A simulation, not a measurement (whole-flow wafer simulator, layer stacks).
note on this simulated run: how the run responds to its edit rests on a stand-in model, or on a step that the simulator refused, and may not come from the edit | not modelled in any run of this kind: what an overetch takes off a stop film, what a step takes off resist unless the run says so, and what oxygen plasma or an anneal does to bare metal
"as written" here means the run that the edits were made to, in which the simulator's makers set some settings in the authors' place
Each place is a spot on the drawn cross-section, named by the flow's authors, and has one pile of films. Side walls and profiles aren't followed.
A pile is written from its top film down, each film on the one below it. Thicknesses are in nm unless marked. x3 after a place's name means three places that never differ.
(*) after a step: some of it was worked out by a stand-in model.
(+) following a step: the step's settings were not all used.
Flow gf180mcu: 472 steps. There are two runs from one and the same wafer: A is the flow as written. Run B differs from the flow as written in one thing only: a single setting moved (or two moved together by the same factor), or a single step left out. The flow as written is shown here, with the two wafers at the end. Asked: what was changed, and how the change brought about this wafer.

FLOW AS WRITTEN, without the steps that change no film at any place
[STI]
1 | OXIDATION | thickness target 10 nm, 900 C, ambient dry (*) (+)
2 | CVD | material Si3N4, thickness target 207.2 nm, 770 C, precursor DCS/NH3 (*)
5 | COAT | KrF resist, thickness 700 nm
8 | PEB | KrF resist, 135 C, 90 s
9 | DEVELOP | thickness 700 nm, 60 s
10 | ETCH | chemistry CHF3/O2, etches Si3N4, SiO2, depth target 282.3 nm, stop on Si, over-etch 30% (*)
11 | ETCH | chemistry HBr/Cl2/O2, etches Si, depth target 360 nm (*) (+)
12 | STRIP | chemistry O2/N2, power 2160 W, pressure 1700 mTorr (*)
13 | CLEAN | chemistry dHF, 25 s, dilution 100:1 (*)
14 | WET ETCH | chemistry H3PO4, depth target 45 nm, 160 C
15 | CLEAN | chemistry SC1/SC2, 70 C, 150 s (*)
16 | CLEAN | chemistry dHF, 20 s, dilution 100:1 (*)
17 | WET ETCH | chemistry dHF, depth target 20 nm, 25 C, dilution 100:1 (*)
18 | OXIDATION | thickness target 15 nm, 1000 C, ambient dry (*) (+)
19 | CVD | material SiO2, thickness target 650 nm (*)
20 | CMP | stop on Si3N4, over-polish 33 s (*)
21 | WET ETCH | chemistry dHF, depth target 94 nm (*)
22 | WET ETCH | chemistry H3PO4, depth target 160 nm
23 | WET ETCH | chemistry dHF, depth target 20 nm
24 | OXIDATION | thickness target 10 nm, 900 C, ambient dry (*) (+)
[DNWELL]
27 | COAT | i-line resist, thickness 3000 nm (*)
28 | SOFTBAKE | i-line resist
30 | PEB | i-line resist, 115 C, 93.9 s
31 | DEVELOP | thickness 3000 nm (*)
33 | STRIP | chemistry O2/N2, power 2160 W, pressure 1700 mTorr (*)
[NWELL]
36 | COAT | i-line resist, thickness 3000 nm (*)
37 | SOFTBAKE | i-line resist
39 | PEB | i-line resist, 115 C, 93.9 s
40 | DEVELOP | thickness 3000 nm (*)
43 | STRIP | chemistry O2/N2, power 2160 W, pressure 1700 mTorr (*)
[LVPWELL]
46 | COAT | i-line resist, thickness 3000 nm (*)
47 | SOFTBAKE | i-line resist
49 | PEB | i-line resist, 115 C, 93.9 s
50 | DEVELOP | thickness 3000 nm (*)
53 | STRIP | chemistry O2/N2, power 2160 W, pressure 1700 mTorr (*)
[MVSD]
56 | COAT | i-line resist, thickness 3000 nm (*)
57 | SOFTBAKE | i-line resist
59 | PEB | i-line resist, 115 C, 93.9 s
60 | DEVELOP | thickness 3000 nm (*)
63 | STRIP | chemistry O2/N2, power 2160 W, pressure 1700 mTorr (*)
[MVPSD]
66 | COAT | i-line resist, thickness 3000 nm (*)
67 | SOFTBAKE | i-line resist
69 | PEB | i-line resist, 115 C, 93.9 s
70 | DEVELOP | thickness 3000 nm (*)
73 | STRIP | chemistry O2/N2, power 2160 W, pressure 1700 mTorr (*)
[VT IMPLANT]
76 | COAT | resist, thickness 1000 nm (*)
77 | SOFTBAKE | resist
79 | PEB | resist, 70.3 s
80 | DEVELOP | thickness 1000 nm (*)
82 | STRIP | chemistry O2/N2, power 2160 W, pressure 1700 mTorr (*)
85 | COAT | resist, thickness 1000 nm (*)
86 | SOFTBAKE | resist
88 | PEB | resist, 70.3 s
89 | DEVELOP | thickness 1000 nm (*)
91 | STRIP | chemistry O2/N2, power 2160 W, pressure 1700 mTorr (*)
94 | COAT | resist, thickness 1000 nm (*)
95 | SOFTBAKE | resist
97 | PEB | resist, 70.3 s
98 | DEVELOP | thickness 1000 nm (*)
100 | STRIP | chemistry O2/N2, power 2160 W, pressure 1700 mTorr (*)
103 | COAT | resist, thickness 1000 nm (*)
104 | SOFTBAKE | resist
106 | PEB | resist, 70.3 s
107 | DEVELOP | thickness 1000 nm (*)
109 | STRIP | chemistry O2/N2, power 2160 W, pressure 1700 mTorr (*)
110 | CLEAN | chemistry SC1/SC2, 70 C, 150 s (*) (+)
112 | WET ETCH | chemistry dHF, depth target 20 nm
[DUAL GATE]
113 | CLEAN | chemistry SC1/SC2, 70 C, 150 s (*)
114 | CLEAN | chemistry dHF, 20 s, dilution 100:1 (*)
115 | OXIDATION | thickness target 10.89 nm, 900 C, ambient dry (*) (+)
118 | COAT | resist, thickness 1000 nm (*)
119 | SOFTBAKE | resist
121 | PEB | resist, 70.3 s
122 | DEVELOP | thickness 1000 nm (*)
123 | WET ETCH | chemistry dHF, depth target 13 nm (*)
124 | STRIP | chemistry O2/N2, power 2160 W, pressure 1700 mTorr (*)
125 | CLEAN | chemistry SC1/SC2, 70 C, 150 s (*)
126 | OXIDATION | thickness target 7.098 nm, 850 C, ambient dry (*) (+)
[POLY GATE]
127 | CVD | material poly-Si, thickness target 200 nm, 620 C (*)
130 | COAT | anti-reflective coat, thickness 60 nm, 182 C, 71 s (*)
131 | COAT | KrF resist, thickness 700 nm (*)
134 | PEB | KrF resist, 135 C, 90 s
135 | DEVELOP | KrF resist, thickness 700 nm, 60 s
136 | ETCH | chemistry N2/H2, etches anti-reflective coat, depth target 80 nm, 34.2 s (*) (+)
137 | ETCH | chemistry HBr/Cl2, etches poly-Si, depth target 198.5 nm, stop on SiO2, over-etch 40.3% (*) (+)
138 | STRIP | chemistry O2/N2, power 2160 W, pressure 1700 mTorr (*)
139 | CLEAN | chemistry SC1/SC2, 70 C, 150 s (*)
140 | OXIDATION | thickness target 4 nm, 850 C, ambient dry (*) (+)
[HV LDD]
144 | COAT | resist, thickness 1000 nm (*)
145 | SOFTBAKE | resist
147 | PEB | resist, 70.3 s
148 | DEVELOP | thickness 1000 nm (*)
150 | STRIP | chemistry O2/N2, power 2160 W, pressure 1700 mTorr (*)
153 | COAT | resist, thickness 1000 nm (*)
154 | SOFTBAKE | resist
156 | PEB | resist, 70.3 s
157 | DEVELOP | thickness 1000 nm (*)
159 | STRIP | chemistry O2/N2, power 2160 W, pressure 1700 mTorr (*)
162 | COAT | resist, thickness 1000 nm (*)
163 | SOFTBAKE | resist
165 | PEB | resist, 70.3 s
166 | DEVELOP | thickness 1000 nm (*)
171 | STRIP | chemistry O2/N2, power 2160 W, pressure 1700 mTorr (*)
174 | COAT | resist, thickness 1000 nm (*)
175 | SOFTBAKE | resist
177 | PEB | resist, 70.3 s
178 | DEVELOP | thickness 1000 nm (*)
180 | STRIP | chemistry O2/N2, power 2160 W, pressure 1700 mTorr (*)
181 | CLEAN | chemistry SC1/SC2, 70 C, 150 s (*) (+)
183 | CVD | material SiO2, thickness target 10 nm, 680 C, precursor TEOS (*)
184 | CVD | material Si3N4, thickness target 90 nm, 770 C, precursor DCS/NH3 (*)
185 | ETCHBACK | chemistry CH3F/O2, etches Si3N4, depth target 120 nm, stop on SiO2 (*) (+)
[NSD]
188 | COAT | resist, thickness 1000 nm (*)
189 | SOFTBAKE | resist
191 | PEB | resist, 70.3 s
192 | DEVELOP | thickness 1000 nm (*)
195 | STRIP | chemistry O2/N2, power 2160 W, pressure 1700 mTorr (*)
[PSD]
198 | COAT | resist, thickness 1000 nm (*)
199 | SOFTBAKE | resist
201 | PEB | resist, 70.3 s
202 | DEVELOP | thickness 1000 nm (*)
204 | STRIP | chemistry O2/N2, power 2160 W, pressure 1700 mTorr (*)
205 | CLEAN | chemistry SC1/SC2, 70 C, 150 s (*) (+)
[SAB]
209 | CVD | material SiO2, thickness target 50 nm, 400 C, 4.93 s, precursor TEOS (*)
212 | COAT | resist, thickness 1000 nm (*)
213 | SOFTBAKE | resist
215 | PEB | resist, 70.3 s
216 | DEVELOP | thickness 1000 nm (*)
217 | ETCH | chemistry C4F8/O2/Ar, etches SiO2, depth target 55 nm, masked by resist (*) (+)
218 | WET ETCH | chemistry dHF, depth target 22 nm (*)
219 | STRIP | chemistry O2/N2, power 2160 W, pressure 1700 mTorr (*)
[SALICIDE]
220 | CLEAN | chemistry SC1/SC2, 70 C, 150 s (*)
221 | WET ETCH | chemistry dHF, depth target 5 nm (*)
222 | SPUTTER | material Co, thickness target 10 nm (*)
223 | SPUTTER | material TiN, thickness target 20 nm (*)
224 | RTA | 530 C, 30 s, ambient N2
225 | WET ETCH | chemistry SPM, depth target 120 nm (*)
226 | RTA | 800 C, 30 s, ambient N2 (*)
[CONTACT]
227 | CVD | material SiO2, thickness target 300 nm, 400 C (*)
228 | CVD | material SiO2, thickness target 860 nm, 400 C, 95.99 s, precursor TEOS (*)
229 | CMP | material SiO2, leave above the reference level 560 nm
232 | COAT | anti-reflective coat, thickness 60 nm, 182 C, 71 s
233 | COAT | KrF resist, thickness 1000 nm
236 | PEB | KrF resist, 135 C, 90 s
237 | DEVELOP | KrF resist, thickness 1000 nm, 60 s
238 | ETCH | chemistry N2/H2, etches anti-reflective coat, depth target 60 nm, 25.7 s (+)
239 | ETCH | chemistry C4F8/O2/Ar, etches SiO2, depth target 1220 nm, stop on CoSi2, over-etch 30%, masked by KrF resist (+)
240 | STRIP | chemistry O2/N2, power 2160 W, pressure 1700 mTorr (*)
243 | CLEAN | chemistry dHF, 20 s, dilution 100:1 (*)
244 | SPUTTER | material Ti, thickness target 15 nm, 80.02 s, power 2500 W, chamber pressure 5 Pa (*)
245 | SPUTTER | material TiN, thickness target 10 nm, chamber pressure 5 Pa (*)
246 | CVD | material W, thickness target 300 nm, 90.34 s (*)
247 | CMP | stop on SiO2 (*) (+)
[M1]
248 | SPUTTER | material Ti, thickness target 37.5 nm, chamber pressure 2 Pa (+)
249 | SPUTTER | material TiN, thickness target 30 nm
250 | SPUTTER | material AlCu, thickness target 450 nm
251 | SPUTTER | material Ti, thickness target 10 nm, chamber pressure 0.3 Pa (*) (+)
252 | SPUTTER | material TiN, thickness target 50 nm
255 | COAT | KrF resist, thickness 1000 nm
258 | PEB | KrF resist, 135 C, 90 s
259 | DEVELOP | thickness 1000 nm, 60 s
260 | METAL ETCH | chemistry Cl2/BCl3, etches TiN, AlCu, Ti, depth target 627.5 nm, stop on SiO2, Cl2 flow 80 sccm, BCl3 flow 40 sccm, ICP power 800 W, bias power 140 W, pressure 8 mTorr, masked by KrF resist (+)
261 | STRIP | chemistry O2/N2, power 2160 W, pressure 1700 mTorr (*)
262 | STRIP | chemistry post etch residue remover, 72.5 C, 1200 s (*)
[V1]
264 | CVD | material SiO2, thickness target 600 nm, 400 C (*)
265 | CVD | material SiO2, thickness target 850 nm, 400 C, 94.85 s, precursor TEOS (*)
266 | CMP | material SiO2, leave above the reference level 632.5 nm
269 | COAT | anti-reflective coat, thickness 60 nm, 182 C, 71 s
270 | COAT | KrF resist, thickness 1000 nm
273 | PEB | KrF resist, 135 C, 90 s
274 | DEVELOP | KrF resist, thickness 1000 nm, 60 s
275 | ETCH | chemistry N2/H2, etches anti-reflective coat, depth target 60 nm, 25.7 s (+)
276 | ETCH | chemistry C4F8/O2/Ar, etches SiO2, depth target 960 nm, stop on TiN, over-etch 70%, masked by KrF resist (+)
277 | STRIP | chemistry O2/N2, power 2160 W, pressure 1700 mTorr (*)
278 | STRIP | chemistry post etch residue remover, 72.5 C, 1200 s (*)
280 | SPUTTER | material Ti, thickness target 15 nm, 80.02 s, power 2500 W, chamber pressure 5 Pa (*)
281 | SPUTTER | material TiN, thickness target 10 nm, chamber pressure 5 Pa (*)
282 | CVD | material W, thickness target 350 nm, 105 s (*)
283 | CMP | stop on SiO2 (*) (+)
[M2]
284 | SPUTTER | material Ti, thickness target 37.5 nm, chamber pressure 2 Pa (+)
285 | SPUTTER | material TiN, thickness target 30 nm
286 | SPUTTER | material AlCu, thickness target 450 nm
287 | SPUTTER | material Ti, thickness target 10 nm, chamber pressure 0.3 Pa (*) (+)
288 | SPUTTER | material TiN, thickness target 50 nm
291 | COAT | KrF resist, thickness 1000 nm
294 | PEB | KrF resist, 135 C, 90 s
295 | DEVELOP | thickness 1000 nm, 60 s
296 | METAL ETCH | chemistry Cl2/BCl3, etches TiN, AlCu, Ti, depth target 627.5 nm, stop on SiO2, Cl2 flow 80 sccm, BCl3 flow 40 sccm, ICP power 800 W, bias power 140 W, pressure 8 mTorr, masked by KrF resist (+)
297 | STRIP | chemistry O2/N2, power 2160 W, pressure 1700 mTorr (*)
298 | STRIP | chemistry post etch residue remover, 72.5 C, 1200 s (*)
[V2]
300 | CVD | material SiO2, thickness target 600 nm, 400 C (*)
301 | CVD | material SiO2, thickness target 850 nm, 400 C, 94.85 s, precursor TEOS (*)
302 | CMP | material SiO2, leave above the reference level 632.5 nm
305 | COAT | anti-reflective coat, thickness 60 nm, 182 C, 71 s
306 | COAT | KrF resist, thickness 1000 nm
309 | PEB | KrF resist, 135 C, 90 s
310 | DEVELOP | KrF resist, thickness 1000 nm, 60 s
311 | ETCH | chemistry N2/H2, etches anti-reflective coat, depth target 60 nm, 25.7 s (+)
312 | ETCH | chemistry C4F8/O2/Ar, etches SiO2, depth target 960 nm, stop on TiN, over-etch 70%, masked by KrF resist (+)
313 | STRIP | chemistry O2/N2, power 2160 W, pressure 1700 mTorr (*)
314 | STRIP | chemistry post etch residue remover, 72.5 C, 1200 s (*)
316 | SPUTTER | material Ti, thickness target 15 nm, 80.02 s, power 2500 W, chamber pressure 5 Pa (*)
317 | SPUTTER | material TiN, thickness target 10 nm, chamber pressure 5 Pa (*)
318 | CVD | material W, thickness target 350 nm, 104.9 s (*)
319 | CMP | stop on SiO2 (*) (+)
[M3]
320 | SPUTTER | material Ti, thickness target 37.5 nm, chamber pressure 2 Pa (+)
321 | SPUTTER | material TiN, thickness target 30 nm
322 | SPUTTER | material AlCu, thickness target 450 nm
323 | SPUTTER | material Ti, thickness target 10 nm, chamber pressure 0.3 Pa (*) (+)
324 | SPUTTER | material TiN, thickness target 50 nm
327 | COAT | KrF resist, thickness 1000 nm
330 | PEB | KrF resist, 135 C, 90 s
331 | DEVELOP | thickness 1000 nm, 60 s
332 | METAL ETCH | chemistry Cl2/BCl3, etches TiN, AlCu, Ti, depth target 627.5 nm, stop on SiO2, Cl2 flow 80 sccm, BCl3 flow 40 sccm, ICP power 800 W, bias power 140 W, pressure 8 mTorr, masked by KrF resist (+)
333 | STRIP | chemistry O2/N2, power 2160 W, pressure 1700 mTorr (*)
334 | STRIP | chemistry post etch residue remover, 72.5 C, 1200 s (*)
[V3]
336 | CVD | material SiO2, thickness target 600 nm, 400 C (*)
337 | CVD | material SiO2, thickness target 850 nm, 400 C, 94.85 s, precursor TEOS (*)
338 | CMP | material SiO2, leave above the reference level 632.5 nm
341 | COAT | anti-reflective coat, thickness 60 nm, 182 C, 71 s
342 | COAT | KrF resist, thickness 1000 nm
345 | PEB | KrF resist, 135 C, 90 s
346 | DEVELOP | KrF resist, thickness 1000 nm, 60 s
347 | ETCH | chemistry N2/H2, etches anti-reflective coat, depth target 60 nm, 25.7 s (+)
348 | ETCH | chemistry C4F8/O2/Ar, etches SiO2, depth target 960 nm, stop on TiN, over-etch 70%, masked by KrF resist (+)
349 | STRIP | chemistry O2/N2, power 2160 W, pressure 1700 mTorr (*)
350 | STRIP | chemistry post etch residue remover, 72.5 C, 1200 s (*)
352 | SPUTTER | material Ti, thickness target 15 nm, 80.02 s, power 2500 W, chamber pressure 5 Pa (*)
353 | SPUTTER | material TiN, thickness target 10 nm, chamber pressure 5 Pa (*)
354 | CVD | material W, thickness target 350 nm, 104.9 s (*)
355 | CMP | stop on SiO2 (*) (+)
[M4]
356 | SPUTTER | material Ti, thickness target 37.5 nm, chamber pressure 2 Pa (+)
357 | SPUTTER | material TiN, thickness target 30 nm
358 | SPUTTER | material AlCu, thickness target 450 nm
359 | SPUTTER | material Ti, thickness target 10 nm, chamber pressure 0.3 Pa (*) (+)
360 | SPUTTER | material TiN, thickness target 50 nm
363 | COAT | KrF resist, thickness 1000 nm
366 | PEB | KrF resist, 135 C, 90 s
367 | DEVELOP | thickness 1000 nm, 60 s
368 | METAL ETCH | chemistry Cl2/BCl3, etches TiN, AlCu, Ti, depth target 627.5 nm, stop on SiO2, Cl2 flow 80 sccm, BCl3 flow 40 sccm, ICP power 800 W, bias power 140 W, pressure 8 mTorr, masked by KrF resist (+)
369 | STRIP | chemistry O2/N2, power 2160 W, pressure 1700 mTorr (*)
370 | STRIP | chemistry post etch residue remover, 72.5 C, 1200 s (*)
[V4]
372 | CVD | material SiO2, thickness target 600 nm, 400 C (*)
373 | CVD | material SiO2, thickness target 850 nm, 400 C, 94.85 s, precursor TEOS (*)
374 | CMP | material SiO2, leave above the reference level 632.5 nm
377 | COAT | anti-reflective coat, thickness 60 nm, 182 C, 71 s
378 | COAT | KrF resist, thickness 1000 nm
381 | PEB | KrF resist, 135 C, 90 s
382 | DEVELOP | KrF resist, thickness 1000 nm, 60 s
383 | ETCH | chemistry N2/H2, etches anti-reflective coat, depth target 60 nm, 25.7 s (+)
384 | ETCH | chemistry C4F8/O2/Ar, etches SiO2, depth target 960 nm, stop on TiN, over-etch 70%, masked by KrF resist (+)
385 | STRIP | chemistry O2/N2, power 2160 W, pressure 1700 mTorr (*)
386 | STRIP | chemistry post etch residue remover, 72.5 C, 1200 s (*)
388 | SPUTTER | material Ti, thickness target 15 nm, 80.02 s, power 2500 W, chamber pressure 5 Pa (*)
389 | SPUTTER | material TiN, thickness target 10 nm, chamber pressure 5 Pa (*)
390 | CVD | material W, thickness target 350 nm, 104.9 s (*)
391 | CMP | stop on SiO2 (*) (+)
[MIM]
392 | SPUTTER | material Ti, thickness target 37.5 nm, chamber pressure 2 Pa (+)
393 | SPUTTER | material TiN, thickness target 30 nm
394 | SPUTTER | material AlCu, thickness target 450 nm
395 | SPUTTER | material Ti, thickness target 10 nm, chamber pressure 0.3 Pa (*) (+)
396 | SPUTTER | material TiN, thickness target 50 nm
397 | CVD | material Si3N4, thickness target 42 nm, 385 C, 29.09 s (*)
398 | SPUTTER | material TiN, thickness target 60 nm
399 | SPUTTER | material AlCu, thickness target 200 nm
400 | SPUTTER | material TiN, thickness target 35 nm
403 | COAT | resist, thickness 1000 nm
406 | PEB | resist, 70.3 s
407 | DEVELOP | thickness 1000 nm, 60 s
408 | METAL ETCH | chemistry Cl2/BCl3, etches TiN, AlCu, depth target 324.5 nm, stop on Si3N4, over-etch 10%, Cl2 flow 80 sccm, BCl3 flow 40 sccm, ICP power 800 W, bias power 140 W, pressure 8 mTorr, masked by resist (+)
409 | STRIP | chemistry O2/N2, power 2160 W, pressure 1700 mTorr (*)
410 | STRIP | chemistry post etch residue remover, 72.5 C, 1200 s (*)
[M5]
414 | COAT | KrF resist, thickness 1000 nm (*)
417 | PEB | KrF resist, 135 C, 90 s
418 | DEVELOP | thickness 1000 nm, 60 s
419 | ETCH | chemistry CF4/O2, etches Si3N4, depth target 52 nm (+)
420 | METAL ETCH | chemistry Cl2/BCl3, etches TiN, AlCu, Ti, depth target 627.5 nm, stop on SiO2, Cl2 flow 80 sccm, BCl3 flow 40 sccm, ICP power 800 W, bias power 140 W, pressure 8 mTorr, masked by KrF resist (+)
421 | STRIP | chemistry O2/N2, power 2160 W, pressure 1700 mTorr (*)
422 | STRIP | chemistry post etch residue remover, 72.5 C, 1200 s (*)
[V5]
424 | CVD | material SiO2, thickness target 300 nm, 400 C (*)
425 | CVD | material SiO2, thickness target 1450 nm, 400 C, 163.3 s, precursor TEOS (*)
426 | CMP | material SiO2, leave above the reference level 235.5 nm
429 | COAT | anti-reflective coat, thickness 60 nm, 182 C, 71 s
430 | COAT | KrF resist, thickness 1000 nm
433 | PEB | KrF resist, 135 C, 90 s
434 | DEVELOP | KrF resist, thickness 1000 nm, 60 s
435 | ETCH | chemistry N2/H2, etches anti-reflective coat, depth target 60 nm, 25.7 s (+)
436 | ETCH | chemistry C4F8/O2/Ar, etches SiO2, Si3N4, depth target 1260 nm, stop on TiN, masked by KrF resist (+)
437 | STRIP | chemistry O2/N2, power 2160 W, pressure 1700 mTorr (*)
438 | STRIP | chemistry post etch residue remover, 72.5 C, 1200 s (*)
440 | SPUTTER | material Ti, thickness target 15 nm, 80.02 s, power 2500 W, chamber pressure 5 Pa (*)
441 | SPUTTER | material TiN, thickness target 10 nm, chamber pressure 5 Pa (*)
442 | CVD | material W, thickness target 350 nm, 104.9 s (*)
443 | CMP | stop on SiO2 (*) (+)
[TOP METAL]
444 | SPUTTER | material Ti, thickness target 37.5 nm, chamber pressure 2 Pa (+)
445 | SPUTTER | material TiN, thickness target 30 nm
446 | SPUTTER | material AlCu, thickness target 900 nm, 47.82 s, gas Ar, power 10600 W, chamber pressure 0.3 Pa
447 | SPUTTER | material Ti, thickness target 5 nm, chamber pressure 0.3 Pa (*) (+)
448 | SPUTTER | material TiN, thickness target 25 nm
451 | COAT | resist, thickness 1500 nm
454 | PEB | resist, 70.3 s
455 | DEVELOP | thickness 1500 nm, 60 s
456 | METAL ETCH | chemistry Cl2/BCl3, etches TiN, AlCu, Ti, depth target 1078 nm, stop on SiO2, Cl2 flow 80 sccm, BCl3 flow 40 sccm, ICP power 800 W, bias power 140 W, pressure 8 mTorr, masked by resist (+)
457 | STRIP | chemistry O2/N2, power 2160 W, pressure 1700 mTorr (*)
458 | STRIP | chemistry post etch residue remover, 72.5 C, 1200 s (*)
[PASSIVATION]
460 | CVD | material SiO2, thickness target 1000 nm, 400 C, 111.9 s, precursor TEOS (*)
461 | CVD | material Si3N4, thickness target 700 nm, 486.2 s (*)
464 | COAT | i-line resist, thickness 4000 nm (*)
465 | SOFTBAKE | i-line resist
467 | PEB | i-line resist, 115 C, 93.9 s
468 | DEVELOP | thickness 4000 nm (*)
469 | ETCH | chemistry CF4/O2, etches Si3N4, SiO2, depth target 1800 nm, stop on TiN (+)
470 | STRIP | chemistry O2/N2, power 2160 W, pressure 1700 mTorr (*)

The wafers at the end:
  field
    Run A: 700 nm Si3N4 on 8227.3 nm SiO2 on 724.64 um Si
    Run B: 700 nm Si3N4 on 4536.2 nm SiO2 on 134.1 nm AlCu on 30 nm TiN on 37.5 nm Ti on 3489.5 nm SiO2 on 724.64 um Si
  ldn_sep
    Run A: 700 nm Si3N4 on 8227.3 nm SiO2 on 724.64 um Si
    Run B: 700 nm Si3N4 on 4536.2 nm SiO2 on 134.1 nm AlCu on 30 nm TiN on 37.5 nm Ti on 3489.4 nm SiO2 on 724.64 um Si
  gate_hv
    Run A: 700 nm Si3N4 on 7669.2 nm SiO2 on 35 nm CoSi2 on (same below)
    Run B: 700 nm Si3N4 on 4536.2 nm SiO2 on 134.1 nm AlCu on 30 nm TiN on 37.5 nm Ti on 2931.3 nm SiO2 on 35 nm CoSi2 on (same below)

What caused this: step 332, METAL ETCH: depth target 370.2 nm was run, whereas the flow has depth target 627.5 nm.

Step by step, how the change led to this:
  332 | METAL ETCH | chemistry Cl2/BCl3, etches TiN, AlCu, Ti, depth target 627.5 nm, stop on SiO2, Cl2 flow 80 sccm, BCl3 flow 40 sccm, ICP power 800 W, bias power 140 W, pressure 8 mTorr, masked by KrF resist (+)
      field, field__w1, field__w2 and 103 more: A -50 TiN (all of it), -10 Ti (all of it), -450 AlCu (all of it), -30 TiN (all of it), -37.5 Ti (all of it) | B -50 TiN (all of it), -10 Ti (all of it), -310.2 AlCu
      field__w8, contact, m1, m1__w1, m1_nw: A -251 KrF resist | B -148.1 KrF resist
  333 | STRIP | chemistry O2/N2, power 2160 W, pressure 1700 mTorr (*)
      field__w8, contact, m1, m1__w1, m1_nw: A -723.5 KrF resist (all of it) | B -826.4 KrF resist (all of it)
  334 | STRIP | chemistry post etch residue remover, 72.5 C, 1200 s (*)
      field, field__w1, field__w2 and 103 more: A nothing | B -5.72 AlCu
  336 | CVD | material SiO2, thickness target 600 nm, 400 C (*)
      field, field__w1, field__w2 and 103 more: A +600 SiO2 | B +600 SiO2 (new film)
  338 | CMP | material SiO2, leave above the reference level 632.5 nm
      field, field__w1, field__w2 and 103 more: A -300 SiO2 | B -501.6 SiO2
With metal films that touch counted as one body, field has 1 body; the flow as written gives 0 bodies.
With metal films that touch counted as one body, ldn_sep has 1 body; the flow as written gives 0 bodies.
With metal films that touch counted as one body, gate_hv has 2 bodies (between them, from the top down: SiO2 2931.3); the flow as written gives 1 body.
